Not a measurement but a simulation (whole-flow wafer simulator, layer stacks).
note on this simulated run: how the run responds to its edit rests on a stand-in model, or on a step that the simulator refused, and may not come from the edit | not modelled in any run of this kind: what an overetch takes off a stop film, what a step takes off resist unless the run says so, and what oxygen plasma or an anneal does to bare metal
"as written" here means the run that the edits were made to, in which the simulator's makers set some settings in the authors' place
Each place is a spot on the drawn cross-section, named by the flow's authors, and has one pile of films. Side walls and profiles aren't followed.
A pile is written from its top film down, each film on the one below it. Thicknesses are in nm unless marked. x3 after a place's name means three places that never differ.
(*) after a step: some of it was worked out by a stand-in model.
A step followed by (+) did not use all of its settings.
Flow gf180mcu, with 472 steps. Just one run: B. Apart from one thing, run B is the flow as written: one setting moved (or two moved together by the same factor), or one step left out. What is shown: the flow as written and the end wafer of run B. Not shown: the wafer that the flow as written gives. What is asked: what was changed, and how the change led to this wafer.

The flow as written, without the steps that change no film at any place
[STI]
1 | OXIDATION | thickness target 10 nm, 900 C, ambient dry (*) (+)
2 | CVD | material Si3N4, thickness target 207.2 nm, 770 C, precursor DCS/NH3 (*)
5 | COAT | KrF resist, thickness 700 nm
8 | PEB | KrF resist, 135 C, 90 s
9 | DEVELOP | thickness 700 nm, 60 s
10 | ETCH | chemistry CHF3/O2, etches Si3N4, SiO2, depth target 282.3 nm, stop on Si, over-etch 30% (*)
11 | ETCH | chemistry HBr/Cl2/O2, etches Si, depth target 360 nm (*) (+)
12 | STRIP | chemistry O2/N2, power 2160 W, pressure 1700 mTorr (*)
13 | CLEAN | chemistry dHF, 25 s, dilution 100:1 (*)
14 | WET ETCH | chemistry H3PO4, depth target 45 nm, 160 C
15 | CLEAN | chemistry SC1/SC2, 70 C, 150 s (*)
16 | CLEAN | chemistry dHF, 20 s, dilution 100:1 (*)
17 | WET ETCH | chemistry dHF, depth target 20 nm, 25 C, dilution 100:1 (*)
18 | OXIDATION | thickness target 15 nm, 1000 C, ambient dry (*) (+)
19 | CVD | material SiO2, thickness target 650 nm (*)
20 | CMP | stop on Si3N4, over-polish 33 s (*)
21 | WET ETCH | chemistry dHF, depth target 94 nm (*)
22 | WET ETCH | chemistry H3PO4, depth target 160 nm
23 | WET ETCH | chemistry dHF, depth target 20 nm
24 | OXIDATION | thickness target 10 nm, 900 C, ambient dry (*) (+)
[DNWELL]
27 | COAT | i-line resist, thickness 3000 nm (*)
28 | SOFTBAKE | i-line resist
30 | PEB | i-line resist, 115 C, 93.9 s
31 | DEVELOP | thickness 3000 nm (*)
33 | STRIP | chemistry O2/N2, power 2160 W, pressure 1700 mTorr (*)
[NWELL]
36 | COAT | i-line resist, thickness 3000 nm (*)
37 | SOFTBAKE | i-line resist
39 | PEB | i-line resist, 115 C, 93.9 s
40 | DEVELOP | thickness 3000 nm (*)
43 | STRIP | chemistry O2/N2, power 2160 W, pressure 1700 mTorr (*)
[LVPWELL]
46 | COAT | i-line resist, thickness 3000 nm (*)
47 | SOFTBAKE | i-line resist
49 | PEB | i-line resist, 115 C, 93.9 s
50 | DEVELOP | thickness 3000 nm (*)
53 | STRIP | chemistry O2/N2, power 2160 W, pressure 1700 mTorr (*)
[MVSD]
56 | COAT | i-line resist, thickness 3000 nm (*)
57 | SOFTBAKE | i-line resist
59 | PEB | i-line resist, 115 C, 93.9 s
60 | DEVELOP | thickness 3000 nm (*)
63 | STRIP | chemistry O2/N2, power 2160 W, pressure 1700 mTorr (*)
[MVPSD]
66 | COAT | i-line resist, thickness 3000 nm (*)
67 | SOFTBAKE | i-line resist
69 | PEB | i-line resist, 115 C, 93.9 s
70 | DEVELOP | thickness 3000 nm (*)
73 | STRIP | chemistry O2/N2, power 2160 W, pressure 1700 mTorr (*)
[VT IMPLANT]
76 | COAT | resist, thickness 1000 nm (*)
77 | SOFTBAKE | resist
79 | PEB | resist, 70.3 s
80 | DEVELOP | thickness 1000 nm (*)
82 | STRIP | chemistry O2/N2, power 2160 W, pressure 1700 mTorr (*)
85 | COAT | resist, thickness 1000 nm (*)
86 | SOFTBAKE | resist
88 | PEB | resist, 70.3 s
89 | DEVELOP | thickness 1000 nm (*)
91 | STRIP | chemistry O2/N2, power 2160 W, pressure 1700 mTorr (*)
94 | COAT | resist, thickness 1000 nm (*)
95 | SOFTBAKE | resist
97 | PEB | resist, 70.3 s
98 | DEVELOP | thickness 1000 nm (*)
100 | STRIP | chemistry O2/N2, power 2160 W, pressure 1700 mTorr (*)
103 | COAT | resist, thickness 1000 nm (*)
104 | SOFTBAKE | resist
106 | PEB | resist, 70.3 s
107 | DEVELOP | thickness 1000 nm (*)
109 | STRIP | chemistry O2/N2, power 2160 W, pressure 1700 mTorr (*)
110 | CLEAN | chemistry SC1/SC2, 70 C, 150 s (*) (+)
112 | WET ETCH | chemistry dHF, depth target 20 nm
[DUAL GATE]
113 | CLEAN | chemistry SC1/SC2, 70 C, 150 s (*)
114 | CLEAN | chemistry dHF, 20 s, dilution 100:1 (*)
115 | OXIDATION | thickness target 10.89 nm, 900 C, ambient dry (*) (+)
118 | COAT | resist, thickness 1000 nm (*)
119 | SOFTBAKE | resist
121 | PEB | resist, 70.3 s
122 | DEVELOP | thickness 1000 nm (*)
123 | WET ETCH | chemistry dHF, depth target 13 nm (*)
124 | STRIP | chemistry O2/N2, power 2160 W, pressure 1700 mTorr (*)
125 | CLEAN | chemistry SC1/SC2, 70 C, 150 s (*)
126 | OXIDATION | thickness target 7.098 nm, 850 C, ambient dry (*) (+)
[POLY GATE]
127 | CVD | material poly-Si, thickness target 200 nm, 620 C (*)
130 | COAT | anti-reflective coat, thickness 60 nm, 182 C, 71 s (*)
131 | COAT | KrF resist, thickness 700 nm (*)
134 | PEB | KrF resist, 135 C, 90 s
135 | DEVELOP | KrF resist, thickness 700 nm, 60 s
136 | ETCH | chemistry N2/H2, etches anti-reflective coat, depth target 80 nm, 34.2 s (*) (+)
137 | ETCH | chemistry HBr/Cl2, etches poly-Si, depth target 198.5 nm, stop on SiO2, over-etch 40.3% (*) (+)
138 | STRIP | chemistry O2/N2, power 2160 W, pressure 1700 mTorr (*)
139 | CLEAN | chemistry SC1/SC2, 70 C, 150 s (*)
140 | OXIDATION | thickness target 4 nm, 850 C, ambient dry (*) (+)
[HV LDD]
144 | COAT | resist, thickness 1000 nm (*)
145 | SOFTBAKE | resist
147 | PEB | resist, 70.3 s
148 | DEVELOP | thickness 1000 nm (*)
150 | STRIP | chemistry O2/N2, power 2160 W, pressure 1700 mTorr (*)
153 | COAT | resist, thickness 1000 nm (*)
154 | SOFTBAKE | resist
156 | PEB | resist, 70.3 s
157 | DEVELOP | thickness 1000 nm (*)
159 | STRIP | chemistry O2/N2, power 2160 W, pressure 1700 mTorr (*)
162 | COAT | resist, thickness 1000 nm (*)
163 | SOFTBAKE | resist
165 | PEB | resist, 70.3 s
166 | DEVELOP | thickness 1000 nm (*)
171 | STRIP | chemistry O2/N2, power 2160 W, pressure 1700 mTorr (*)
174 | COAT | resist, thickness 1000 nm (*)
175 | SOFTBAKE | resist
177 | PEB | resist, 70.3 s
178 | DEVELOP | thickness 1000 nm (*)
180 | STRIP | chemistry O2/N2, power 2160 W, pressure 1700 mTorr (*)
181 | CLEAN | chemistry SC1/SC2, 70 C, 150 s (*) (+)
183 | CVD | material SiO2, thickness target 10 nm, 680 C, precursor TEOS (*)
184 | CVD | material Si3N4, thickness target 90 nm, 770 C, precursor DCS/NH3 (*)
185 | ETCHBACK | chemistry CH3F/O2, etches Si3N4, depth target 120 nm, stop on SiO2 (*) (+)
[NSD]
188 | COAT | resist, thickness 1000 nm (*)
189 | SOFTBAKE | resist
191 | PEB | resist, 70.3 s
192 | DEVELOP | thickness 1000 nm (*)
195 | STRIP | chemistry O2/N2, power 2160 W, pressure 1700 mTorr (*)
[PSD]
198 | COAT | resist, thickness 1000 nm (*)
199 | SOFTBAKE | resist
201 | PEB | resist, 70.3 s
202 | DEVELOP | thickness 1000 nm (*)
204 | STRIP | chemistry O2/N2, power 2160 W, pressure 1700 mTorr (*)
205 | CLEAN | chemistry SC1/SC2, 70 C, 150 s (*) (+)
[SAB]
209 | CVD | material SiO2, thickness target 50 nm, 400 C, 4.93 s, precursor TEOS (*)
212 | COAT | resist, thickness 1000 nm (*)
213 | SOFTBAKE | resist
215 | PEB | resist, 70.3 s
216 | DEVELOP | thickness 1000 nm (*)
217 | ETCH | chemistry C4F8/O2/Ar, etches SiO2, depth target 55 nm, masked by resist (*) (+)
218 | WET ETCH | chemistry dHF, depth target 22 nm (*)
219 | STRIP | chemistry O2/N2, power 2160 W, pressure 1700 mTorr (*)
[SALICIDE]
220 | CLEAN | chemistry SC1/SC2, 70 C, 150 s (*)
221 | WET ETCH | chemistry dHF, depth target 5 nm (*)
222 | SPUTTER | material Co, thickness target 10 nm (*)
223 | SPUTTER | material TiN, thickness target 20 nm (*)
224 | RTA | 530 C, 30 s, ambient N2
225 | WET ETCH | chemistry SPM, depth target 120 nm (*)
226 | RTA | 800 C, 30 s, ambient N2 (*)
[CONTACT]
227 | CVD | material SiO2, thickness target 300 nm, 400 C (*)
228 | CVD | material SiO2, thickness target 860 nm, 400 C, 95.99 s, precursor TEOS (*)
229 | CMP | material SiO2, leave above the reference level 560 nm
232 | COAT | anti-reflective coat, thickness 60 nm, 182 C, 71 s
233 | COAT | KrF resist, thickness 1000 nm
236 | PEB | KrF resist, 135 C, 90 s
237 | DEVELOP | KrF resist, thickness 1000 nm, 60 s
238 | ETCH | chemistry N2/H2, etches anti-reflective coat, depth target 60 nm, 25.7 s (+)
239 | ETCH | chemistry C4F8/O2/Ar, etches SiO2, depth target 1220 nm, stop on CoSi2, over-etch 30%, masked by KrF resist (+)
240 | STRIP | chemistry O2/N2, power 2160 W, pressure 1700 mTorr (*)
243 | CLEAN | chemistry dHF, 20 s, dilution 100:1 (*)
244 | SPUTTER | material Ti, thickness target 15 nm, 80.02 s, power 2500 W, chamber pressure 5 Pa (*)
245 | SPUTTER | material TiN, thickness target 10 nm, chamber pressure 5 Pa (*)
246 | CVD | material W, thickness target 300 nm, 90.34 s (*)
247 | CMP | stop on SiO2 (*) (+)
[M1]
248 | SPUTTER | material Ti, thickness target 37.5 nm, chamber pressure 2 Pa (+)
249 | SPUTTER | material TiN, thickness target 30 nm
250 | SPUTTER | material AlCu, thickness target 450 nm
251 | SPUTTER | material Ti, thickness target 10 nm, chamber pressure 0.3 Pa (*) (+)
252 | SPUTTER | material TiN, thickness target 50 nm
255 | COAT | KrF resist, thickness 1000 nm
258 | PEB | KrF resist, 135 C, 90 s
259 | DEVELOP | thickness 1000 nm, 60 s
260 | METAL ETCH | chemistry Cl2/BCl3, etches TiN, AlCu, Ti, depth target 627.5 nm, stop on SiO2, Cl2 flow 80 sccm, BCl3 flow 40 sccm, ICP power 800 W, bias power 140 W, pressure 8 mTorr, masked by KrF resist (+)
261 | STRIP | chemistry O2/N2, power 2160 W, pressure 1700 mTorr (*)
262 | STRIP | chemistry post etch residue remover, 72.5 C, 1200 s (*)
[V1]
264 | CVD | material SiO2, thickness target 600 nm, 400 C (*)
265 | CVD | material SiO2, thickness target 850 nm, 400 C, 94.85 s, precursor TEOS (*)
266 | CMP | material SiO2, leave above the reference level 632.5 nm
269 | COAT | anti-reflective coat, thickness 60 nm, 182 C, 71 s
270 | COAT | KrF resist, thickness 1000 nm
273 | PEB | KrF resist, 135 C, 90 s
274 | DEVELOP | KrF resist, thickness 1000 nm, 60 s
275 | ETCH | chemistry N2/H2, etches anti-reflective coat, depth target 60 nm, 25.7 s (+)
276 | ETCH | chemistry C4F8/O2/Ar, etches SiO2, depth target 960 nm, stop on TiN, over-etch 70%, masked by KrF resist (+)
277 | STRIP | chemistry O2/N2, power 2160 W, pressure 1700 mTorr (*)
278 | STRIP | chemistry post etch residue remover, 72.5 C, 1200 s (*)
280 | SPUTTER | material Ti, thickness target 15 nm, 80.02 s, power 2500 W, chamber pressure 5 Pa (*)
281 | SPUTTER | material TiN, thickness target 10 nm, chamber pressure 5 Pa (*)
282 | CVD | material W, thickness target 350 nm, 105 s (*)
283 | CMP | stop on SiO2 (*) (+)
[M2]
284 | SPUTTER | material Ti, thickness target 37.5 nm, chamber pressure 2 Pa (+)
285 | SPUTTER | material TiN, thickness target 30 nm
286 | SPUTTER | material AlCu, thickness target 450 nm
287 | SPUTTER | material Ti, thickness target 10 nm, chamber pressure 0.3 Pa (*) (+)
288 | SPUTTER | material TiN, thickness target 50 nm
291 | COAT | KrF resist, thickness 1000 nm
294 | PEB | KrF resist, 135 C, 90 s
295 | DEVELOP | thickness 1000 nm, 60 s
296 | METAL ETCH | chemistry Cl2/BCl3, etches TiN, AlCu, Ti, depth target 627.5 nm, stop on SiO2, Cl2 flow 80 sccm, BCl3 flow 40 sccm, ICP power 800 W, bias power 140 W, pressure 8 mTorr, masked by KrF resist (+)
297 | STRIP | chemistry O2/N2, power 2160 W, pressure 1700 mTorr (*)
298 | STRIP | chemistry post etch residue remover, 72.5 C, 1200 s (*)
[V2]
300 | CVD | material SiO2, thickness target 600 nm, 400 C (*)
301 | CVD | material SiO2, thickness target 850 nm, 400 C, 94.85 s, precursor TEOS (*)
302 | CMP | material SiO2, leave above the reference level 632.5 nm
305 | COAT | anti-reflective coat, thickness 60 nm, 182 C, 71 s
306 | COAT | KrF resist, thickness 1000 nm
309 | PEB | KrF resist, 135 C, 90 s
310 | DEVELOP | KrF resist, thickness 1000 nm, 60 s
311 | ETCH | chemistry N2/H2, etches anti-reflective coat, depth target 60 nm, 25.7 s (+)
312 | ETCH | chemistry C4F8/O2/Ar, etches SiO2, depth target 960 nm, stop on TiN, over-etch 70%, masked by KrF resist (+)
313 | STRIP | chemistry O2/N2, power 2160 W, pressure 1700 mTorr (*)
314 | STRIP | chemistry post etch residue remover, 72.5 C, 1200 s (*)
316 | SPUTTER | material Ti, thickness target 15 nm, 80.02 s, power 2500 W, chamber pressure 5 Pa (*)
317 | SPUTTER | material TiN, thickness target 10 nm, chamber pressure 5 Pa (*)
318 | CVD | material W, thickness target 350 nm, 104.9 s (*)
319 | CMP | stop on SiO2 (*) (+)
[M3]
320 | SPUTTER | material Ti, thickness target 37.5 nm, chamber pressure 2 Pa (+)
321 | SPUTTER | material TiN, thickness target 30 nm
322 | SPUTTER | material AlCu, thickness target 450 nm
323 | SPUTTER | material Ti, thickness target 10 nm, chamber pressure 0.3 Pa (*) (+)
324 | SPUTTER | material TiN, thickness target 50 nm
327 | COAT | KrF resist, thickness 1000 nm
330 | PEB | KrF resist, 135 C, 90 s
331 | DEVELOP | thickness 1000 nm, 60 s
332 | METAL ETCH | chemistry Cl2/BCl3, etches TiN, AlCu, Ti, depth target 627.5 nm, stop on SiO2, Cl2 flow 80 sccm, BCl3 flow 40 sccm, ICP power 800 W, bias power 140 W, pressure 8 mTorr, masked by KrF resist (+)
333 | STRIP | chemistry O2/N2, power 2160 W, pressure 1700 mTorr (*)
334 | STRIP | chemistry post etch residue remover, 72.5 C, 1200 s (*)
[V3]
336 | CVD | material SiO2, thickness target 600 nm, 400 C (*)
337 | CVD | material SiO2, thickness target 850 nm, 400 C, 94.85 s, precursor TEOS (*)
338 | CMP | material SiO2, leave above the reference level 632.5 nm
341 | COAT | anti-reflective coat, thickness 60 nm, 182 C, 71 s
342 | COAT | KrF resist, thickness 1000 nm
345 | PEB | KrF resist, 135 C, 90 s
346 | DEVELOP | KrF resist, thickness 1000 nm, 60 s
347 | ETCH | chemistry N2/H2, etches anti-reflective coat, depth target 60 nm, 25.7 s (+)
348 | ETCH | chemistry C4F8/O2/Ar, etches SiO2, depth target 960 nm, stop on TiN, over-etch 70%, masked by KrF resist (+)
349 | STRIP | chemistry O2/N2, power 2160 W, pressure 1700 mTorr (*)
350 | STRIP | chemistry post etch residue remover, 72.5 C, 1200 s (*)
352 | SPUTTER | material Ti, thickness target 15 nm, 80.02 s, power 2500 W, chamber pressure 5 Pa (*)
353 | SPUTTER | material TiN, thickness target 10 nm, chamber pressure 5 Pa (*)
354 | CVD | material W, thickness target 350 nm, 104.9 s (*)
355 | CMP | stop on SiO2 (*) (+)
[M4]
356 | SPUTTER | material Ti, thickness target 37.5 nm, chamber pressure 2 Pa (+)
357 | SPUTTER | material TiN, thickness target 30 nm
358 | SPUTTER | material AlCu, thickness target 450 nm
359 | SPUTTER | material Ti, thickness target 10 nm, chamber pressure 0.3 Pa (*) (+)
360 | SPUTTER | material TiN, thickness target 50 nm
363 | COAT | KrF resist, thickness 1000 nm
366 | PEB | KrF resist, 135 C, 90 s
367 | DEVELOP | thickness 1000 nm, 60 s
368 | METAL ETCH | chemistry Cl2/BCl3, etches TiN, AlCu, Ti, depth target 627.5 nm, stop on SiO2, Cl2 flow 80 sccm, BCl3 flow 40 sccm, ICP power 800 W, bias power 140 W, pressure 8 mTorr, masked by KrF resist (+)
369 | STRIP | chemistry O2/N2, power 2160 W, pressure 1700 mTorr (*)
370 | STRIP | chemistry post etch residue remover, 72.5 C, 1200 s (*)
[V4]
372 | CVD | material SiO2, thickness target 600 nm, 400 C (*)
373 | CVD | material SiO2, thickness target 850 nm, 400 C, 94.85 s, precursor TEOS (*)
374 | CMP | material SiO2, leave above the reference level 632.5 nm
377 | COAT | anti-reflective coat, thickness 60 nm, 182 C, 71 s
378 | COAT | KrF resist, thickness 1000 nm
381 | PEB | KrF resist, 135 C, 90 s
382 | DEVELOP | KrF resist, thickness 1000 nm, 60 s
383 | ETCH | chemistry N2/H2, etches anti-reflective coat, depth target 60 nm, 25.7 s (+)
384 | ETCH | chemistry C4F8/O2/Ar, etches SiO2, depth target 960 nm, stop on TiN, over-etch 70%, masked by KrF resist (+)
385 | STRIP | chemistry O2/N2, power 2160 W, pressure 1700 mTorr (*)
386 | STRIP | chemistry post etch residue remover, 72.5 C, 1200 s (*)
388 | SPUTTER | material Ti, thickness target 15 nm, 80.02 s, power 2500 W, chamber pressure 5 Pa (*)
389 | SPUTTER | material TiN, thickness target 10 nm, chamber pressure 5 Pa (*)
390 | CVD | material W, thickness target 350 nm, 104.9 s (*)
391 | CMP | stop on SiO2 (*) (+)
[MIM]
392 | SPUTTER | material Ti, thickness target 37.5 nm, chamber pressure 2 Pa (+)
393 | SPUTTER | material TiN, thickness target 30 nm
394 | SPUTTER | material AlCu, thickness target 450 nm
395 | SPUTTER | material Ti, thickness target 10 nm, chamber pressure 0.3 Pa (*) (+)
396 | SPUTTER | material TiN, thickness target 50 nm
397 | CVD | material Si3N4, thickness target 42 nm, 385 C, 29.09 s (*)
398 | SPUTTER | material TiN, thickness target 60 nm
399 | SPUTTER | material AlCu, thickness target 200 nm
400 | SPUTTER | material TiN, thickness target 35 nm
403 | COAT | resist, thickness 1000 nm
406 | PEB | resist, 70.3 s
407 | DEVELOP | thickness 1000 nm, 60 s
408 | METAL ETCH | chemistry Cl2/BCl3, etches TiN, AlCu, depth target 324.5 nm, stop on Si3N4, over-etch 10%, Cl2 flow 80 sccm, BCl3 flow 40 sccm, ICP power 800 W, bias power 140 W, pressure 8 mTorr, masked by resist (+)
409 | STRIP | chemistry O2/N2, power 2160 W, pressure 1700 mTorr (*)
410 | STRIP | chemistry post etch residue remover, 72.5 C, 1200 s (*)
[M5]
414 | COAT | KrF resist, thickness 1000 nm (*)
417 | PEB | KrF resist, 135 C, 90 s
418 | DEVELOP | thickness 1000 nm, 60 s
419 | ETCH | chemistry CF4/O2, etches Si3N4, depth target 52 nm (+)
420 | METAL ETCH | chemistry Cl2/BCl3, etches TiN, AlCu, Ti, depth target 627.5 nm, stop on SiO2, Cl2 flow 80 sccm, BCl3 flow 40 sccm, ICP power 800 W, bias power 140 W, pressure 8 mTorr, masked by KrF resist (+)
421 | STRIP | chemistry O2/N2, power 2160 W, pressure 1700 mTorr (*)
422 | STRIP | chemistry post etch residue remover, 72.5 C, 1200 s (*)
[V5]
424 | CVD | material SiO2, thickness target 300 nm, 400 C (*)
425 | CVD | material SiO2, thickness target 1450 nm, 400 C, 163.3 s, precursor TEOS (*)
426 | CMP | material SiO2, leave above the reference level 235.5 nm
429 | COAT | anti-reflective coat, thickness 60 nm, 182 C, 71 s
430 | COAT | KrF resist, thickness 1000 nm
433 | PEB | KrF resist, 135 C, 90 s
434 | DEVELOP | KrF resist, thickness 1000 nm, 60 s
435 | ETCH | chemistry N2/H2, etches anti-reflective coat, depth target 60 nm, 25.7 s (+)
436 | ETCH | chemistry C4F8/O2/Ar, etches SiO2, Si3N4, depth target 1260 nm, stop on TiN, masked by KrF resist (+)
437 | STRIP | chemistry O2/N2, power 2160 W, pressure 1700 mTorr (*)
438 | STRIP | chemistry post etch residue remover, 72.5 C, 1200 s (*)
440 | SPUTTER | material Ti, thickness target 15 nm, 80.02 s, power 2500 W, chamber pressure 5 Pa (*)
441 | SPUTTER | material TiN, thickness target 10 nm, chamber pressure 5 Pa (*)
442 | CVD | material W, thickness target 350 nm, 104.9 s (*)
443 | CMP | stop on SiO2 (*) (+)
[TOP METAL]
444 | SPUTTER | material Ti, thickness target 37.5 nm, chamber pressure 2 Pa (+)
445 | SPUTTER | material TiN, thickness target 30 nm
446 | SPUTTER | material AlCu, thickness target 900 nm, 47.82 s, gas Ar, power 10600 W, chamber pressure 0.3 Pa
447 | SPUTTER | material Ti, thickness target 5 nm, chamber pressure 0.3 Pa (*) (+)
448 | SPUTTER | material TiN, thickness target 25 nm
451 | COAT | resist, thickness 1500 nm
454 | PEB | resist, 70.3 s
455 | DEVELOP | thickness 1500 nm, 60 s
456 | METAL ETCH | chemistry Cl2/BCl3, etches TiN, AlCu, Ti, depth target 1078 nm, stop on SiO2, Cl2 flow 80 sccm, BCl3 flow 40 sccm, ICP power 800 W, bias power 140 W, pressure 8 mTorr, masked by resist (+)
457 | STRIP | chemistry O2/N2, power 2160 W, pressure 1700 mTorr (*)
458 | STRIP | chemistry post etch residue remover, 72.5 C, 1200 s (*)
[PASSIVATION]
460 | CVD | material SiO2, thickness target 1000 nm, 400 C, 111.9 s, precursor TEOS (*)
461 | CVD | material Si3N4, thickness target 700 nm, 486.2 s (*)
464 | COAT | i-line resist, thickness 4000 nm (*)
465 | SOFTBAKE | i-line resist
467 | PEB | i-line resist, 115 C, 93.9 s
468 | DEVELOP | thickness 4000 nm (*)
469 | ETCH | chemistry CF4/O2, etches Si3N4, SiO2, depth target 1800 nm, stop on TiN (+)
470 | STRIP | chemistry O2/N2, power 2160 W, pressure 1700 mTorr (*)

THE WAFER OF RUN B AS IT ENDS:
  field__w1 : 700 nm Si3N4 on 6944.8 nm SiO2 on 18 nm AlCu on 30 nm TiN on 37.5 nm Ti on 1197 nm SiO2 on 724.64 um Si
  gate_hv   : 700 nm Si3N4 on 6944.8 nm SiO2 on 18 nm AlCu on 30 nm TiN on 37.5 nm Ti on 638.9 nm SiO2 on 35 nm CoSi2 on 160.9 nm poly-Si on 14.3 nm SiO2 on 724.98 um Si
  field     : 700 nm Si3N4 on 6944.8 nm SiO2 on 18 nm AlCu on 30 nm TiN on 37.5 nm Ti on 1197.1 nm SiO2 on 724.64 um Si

Cause: step 260, METAL ETCH: depth target 486.3 nm was run, whereas the flow has depth target 627.5 nm.

How this came from the change, step by step:
  260 | METAL ETCH | chemistry Cl2/BCl3, etches TiN, AlCu, Ti, depth target 627.5 nm, stop on SiO2, Cl2 flow 80 sccm, BCl3 flow 40 sccm, ICP power 800 W, bias power 140 W, pressure 8 mTorr, masked by KrF resist (+)
      field, field__w1, field__w2 and 99 more: TiN loses 50 (all of it), Ti loses 10 (all of it), AlCu loses 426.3 (in the flow as written it would be: TiN loses 50 (all of it), Ti loses 10 (all of it), AlCu loses 450 (all of it), TiN loses 30 (all of it), Ti loses 37.5 (all of it))
      field__w8, contact, m1 and 6 more: KrF resist loses 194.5 (in the flow as written it would be: KrF resist loses 251)
  261 | STRIP | chemistry O2/N2, power 2160 W, pressure 1700 mTorr (*)
      field__w8, contact, m1 and 6 more: KrF resist loses 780 (all of it) (in the flow as written it would be: KrF resist loses 723.5 (all of it))
  262 | STRIP | chemistry post etch residue remover, 72.5 C, 1200 s (*)
      field, field__w1, field__w2 and 99 more: AlCu loses 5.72 (in the flow as written it would be: nothing)
  264 | CVD | material SiO2, thickness target 600 nm, 400 C (*)
      field, field__w1, field__w2 and 99 more: SiO2 gains 600 (new film) (in the flow as written it would be: SiO2 gains 600)
  266 | CMP | material SiO2, leave above the reference level 632.5 nm
      field, field__w1, field__w2 and 99 more: SiO2 loses 385.5 (in the flow as written it would be: SiO2 loses 300)
With metal films that touch counted as one body, field__w1 has 1 body; the flow as written gives 0 bodies.
With metal films that touch counted as one body, gate_hv has 2 bodies (between them, from the top down: SiO2 638.9); the flow as written gives 1 body.
With metal films that touch counted as one body, field has 1 body; the flow as written gives 0 bodies.
